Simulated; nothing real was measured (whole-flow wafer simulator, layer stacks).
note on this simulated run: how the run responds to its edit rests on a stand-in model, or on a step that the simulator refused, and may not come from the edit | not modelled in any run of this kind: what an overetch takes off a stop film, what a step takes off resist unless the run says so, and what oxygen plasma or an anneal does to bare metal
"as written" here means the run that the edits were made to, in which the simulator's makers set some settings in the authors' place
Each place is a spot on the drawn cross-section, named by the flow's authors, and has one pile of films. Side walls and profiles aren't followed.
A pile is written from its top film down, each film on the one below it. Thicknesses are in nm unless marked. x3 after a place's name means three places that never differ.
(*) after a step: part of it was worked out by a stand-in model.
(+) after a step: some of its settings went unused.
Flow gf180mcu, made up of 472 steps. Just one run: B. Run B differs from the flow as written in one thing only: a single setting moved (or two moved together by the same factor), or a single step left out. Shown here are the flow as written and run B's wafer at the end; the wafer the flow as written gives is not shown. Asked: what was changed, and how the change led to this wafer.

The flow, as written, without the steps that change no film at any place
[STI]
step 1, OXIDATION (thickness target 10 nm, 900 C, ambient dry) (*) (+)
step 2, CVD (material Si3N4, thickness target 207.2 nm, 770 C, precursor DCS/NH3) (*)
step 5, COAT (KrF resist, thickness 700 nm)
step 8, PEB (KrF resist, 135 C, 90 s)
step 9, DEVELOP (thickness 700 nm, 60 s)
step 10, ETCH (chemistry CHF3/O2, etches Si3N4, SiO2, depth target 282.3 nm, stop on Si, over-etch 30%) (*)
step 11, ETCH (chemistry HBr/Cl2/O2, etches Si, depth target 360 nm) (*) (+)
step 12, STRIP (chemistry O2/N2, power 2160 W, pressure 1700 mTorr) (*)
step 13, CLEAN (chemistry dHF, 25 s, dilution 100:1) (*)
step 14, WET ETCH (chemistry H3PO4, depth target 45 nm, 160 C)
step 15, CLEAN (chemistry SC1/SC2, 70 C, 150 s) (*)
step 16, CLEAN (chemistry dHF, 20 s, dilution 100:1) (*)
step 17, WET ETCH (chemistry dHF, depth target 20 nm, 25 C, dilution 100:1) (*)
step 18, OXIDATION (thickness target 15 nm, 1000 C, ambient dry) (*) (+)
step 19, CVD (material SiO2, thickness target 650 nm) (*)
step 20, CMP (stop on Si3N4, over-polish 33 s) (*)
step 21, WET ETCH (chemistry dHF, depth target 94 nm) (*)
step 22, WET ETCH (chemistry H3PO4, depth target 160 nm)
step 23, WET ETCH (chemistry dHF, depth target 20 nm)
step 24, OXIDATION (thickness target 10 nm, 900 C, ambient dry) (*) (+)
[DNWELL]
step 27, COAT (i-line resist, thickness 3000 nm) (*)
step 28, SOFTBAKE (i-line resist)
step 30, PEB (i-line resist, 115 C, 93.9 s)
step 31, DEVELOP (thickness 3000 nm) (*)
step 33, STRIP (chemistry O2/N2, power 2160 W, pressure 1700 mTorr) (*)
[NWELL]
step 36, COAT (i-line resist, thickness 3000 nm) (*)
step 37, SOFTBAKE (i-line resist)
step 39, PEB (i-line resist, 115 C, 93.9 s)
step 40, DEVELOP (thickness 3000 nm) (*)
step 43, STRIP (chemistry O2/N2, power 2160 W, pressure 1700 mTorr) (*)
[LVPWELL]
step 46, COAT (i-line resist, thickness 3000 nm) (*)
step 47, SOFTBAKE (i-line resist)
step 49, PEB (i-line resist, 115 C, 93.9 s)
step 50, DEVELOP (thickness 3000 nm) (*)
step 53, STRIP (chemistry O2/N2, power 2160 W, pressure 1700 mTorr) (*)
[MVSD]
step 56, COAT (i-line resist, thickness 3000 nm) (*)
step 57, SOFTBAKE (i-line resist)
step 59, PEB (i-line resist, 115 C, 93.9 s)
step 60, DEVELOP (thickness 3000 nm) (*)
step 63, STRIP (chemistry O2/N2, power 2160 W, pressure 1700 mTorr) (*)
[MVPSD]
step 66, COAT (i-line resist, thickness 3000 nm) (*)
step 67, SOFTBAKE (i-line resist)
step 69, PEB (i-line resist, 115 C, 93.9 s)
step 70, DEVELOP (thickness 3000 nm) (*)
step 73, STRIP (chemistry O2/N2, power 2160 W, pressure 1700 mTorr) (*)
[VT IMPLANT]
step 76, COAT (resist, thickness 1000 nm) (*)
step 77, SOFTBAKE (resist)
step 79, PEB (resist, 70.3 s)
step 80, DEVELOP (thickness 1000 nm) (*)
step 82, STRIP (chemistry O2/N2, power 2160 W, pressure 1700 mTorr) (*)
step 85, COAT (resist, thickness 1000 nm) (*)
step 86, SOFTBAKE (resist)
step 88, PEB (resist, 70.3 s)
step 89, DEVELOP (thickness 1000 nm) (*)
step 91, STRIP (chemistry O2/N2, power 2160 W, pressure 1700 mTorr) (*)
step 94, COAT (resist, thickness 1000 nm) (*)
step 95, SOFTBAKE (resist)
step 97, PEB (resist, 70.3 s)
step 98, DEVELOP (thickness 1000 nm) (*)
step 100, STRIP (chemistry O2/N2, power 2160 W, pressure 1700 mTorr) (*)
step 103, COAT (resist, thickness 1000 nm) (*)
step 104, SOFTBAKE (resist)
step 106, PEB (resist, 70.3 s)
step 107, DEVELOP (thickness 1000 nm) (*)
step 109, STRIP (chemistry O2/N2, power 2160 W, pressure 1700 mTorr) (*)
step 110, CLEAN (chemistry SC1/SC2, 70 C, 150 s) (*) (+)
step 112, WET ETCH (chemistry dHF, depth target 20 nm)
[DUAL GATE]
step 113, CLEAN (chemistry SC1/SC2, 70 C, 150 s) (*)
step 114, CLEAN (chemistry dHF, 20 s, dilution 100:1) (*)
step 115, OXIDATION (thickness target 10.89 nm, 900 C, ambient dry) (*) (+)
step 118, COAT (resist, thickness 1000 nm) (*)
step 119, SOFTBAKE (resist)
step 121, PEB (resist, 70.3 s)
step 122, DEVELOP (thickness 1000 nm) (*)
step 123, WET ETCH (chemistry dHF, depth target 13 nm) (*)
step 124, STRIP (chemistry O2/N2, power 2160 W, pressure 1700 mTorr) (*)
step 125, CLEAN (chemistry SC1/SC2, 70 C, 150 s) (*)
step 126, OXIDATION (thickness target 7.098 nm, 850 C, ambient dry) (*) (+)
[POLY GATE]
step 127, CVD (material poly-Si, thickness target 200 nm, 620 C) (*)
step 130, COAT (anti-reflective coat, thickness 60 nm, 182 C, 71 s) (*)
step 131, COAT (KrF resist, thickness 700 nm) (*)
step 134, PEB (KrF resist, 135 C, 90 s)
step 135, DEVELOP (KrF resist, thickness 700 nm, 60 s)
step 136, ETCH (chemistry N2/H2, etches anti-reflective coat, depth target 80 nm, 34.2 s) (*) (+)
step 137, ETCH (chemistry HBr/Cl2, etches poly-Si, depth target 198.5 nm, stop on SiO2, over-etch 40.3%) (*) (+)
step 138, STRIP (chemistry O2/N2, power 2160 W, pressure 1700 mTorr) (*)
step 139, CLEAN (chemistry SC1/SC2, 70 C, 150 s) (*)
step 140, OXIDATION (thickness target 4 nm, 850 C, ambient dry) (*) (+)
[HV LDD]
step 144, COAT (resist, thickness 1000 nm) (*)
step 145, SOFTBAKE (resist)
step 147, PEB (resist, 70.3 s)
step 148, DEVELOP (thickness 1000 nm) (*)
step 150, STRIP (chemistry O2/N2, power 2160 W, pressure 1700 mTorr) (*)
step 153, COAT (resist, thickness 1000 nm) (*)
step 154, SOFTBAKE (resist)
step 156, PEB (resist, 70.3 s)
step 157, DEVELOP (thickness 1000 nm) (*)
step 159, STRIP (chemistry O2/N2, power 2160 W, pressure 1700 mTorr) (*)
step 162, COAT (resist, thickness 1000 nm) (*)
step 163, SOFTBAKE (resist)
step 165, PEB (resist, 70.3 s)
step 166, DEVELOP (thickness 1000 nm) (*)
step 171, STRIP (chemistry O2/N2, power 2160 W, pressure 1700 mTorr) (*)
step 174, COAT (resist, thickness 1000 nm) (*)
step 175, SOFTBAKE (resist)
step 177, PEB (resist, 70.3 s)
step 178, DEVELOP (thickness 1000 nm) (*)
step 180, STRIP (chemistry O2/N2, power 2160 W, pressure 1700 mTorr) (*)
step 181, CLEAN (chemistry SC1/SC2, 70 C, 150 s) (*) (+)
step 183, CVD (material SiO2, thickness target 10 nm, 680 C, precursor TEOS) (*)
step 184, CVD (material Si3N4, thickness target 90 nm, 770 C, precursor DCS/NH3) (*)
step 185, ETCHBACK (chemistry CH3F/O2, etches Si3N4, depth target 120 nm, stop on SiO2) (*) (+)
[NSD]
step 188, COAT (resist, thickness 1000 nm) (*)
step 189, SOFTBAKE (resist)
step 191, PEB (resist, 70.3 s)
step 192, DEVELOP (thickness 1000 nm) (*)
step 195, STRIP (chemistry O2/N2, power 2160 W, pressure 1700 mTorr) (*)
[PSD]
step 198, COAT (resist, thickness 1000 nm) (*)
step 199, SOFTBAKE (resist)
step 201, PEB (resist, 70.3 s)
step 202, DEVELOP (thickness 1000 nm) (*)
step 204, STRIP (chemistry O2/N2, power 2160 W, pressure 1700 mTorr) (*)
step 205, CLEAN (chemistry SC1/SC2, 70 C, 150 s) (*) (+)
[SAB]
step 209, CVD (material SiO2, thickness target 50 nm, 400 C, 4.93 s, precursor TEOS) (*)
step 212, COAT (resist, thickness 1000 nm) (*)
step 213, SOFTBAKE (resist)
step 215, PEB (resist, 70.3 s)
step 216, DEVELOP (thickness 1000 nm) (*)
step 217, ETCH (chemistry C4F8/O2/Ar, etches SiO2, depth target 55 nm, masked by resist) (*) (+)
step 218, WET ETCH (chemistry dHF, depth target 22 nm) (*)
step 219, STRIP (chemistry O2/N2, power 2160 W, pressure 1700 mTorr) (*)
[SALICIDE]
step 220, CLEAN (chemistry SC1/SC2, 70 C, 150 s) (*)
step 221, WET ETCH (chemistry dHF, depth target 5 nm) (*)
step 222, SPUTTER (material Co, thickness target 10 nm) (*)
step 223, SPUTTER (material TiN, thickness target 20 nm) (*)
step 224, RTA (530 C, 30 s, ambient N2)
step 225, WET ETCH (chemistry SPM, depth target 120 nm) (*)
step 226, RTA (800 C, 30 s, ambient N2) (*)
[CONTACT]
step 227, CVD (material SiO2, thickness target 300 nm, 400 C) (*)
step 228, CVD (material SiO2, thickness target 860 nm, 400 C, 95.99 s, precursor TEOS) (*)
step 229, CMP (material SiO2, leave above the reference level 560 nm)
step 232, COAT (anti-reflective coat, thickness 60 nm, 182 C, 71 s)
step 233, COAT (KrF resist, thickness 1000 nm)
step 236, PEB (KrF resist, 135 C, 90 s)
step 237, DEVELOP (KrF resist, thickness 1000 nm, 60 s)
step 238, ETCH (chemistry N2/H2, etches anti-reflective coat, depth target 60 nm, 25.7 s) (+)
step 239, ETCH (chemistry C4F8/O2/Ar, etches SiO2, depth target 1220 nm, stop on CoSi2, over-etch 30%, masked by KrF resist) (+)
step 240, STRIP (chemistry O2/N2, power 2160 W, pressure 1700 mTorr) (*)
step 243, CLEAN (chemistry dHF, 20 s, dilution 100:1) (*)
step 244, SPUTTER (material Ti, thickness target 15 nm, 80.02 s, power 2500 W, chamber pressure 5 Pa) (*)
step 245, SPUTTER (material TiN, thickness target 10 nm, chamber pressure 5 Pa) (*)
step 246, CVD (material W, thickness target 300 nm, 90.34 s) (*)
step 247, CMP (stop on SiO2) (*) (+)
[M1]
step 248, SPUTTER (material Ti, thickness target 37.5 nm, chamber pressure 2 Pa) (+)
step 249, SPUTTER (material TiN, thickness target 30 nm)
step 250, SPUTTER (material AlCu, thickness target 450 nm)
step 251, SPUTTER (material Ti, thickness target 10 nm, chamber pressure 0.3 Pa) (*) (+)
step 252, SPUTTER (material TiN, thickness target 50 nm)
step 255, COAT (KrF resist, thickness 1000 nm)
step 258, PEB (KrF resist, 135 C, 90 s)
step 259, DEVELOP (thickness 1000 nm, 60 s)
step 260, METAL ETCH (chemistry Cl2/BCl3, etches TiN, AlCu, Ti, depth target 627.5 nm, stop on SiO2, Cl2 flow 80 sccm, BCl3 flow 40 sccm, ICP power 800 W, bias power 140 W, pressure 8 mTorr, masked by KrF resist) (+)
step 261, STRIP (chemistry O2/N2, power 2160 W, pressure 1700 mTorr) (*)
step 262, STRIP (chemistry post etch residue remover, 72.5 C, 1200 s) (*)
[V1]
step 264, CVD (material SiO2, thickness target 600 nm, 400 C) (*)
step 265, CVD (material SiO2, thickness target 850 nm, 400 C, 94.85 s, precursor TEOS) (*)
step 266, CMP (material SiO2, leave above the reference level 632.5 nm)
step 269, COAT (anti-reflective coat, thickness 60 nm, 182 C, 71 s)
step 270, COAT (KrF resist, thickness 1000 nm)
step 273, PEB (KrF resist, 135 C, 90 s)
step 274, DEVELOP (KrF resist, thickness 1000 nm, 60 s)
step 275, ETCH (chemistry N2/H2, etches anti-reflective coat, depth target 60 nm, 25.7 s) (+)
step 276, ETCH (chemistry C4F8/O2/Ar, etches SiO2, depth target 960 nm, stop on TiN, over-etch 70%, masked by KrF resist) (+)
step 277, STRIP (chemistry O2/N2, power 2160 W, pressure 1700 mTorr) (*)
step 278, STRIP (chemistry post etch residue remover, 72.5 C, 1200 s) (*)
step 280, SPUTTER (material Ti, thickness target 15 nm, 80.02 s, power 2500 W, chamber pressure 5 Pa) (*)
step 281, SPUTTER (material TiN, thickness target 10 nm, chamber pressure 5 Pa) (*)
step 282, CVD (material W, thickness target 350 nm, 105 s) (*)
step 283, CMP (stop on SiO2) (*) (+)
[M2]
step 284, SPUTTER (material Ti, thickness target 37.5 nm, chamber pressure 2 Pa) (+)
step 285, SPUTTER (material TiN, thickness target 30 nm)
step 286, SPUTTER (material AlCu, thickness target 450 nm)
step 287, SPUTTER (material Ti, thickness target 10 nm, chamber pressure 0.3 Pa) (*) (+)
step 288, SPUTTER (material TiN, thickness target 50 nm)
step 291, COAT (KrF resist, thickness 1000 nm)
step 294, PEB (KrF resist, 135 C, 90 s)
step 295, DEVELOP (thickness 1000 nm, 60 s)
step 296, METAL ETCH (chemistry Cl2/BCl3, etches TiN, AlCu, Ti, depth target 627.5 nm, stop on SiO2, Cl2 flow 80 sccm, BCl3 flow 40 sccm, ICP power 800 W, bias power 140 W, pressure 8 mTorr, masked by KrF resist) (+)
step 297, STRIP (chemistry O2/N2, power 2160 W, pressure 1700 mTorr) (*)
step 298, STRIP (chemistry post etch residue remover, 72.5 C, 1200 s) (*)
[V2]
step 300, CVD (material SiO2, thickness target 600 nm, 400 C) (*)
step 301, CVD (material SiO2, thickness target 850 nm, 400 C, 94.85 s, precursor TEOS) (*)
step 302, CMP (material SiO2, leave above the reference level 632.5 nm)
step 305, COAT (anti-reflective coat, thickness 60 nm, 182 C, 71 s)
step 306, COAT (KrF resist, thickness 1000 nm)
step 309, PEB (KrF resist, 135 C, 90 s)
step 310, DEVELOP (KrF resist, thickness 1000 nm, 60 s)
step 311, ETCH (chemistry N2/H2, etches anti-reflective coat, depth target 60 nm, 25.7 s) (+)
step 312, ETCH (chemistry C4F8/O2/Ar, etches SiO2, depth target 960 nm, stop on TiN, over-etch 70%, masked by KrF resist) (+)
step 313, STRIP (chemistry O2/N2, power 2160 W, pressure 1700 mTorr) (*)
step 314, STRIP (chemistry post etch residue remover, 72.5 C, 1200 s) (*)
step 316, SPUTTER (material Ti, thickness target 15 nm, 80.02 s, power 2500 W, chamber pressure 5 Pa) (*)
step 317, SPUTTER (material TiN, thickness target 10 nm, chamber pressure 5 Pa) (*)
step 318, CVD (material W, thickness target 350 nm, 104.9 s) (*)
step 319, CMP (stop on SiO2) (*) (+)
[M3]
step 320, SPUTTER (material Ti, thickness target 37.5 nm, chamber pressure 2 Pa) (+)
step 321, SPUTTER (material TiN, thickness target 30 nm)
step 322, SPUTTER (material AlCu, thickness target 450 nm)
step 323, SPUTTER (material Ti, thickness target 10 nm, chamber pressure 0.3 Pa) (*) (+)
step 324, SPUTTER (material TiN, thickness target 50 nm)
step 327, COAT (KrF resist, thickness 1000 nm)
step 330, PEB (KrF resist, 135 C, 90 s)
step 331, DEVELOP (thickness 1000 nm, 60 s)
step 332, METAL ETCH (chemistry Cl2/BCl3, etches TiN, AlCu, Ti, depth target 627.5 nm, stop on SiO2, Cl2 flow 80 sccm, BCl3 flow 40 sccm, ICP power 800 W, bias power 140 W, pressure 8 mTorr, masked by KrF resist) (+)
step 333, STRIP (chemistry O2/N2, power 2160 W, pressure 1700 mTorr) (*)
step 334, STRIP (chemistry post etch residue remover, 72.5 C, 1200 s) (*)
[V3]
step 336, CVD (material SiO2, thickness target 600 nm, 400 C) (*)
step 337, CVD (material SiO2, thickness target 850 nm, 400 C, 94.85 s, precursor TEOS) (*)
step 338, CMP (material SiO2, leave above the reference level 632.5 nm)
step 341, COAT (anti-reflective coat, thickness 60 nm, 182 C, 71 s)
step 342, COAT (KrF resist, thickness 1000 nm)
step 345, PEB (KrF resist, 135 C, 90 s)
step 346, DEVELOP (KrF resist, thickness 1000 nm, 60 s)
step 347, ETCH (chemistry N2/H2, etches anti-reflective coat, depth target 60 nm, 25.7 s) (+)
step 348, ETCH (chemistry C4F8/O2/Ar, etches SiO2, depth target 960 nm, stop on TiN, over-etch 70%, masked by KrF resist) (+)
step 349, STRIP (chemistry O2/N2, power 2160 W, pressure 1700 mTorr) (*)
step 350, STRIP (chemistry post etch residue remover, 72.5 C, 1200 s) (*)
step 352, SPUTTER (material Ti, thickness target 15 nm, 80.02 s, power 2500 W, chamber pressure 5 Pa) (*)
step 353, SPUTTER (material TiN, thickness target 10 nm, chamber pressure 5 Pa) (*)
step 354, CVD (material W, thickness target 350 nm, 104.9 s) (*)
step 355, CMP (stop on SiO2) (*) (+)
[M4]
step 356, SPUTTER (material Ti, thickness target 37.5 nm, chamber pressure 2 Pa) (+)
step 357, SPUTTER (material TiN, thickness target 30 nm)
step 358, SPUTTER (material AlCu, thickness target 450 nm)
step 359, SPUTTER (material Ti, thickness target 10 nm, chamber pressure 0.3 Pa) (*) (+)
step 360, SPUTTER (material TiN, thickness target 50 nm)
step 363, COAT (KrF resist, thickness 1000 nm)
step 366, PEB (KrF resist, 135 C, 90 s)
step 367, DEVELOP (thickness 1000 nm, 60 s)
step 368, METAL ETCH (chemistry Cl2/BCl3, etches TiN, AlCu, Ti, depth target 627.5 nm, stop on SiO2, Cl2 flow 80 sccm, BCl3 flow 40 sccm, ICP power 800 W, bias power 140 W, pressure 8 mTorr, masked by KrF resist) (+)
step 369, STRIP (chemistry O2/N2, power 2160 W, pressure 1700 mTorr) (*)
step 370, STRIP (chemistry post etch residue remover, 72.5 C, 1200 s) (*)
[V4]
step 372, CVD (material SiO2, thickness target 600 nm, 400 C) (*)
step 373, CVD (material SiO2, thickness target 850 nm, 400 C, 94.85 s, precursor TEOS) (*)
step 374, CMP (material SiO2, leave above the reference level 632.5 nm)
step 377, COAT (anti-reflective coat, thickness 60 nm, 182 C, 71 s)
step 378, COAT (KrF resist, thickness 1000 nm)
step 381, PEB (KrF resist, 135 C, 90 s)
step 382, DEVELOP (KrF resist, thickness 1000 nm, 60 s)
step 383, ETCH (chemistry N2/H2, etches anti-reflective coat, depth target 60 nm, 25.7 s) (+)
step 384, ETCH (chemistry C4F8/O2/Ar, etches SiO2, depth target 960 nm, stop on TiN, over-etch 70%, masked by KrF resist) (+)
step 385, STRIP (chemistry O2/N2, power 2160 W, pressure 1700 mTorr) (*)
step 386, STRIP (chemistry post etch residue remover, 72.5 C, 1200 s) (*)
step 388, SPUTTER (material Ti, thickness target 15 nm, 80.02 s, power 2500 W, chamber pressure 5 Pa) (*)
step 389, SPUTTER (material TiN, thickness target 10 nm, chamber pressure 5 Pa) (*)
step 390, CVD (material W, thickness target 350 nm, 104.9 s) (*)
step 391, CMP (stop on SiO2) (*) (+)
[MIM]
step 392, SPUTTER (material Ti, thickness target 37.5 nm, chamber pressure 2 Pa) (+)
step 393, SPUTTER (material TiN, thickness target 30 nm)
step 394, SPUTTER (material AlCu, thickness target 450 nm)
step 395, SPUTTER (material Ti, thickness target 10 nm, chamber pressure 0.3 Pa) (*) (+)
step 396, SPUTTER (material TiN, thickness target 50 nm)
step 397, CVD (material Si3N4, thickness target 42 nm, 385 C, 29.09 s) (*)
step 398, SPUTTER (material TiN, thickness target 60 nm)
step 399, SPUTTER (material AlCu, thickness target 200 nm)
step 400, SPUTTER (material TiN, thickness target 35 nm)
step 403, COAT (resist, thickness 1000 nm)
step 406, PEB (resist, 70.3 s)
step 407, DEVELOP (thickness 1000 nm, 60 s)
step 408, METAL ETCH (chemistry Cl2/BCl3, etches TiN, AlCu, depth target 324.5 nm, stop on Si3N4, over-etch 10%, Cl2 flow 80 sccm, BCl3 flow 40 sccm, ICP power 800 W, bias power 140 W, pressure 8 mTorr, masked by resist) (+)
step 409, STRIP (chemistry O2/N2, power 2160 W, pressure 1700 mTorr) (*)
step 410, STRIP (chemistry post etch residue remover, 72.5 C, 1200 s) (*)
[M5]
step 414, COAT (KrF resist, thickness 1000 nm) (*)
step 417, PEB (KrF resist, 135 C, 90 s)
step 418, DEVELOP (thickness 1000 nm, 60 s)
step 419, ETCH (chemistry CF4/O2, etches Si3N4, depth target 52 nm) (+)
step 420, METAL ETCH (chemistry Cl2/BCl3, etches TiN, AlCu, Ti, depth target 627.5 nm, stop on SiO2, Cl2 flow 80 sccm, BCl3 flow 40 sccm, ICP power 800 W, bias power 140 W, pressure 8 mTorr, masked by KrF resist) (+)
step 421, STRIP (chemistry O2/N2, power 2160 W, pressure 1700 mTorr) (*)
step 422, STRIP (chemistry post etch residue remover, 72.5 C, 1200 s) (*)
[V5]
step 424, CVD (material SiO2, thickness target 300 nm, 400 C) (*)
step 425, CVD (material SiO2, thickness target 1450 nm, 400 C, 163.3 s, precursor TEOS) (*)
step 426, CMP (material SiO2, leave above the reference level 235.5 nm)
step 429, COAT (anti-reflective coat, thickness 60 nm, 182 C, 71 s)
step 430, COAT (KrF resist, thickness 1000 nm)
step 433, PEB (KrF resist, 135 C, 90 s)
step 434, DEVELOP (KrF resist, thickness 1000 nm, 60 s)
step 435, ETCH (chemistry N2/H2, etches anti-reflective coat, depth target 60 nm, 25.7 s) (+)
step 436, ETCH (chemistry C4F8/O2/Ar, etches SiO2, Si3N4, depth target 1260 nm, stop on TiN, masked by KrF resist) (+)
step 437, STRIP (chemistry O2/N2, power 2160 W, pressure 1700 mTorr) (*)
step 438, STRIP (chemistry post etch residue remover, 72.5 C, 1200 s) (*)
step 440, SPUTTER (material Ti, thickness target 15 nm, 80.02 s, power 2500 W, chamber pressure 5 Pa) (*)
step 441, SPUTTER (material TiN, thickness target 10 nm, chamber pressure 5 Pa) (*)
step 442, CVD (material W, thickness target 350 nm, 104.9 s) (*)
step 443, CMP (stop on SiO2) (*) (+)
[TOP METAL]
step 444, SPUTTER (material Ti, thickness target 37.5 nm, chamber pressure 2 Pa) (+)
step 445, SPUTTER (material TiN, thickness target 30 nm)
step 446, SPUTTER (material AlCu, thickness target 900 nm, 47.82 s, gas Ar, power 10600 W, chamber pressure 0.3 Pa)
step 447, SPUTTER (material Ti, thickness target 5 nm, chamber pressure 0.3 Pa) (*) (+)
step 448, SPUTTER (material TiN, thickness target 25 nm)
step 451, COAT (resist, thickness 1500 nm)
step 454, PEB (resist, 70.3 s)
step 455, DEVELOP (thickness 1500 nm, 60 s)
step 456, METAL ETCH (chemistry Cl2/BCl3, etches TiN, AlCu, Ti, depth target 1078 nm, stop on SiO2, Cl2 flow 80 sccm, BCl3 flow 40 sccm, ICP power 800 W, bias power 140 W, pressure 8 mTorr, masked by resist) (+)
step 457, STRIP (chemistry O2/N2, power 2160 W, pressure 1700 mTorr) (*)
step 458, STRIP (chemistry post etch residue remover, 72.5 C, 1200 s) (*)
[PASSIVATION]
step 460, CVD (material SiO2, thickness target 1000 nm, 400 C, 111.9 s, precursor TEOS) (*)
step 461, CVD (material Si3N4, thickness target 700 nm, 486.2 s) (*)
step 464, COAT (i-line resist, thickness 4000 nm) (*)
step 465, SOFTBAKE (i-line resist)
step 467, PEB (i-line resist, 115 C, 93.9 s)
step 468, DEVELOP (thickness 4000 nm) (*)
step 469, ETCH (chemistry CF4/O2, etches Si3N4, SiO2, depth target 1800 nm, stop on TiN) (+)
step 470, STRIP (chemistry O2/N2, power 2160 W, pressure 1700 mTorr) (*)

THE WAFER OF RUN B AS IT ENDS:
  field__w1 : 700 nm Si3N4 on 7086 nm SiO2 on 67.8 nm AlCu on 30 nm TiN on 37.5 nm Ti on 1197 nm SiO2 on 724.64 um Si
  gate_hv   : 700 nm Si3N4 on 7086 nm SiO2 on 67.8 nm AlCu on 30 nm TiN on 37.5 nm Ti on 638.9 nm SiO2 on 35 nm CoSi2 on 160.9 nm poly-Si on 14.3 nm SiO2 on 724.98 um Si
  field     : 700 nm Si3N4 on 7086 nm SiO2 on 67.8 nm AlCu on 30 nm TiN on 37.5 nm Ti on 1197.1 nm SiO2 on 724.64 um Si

Cause: step 250, SPUTTER: thickness target 641 nm was run, whereas the flow has thickness target 450 nm.

The path from the change to this, step by step:
  step 250, SPUTTER (material AlCu, thickness target 450 nm)
      field, field__w1, field__w2 and 108 more: AlCu gains 641 (new film) (in the flow as written it would be: AlCu gains 450 (new film))
  step 260, METAL ETCH (chemistry Cl2/BCl3, etches TiN, AlCu, Ti, depth target 627.5 nm, stop on SiO2, Cl2 flow 80 sccm, BCl3 flow 40 sccm, ICP power 800 W, bias power 140 W, pressure 8 mTorr, masked by KrF resist) (+)
      field, field__w1, field__w2 and 99 more: TiN loses 50 (all of it), Ti loses 10 (all of it), AlCu loses 567.5 (in the flow as written it would be: TiN loses 50 (all of it), Ti loses 10 (all of it), AlCu loses 450 (all of it), TiN loses 30 (all of it), Ti loses 37.5 (all of it))
  step 262, STRIP (chemistry post etch residue remover, 72.5 C, 1200 s) (*)
      field, field__w1, field__w2 and 99 more: AlCu loses 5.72 (in the flow as written it would be: nothing)
  step 264, CVD (material SiO2, thickness target 600 nm, 400 C) (*)
      field, field__w1, field__w2 and 99 more: SiO2 gains 600 (new film) (in the flow as written it would be: SiO2 gains 600)
  step 266, CMP (material SiO2, leave above the reference level 632.5 nm)
      field, field__w1, field__w2 and 99 more: SiO2 loses 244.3 (in the flow as written it would be: SiO2 loses 300)
Taking metal films that touch as one body, field__w1 has 1 body; the flow as written gives 0 bodies.
Taking metal films that touch as one body, gate_hv has 2 bodies (between them, from the top down: SiO2 638.9); the flow as written gives 1 body.
Taking metal films that touch as one body, field has 1 body; the flow as written gives 0 bodies.
